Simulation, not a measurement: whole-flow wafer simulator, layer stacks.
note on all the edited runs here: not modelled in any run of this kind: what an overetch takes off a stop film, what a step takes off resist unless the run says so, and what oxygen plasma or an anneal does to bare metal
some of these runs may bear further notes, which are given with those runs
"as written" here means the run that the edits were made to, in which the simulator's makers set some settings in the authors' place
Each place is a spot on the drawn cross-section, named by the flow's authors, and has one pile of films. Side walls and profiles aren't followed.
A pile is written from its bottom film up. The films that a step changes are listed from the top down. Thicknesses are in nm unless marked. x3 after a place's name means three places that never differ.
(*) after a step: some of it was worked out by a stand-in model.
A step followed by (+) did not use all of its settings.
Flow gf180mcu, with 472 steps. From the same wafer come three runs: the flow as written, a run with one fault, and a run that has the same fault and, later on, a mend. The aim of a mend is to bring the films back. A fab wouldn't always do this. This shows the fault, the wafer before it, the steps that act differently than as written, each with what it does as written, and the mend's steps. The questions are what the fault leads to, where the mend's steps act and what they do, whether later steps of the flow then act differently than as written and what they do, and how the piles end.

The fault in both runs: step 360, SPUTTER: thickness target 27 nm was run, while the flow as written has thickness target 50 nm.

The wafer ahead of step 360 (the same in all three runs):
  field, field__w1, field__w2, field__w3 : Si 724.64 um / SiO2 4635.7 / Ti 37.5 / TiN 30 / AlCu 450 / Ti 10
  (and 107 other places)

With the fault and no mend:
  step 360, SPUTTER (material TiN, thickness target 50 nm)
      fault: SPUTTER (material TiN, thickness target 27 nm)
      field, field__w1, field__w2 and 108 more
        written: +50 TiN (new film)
        fault: +27 TiN (new film)
  Later steps of the flow acting differently than as written (2 other steps are not shown; they differ only slightly, by no more than 2% or 0.5 nm, whichever is larger):
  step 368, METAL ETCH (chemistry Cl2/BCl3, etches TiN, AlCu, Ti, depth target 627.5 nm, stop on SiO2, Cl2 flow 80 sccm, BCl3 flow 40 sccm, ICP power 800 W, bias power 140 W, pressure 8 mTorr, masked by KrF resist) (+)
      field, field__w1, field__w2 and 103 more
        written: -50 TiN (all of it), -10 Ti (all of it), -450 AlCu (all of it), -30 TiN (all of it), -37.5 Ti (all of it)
        fault: -27 TiN (all of it), -10 Ti (all of it), -450 AlCu (all of it), -30 TiN (all of it), -37.5 Ti (all of it)
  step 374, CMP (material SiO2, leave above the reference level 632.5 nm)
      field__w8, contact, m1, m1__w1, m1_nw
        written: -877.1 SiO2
        fault: -854.1 SiO2
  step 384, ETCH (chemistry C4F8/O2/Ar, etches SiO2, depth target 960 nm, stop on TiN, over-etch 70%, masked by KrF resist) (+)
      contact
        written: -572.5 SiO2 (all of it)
        fault: -595.5 SiO2 (all of it)
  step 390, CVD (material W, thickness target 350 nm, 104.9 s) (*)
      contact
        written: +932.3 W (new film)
        fault: +955.5 W (new film)
  By the end, the piles at field__w8, contact, m1, m1__w1, m1_nw depart from the flow's by more than 2% or 0.5 nm, whichever is larger.
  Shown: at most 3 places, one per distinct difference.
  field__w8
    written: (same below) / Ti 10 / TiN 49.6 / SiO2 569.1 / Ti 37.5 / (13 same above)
    fault: (same below) / Ti 10 / TiN 26.6 / SiO2 592.1 / Ti 37.5 / (13 same above)
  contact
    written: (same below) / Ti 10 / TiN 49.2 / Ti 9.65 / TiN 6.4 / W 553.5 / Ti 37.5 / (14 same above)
    fault: (same below) / Ti 10 / TiN 26.2 / Ti 9.52 / TiN 6.32 / W 576.7 / Ti 37.5 / (14 same above)

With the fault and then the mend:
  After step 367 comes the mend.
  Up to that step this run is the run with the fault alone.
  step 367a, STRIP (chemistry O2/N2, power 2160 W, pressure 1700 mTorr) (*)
      field__w8, contact, m1, m1__w1, m1_nw
        -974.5 KrF resist (all of it)
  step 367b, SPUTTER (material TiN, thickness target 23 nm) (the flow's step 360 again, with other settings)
      field, field__w1, field__w2 and 108 more
        +23 TiN
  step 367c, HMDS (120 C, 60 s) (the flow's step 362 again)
      does not change any film at any place that is followed
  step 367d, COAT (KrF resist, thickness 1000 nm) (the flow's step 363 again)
      field, field__w1, field__w2 and 108 more
        +1000 KrF resist (new film)
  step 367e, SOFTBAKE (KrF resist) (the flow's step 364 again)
      does not change any film at any place that is followed
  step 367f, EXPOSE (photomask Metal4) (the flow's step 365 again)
      does not change any film at any place that is followed
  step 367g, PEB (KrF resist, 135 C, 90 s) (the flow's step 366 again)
      field, field__w1, field__w2 and 108 more
        -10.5 KrF resist
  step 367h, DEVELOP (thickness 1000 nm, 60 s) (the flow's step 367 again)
      field, field__w1, field__w2 and 103 more
        -989.5 KrF resist (all of it)
      field__w8, contact, m1, m1__w1, m1_nw
        -14.9 KrF resist
  Later steps of the flow that are run all act as written at every place that is followed.
  By the end, the piles equal the flow's at every place that both follow.
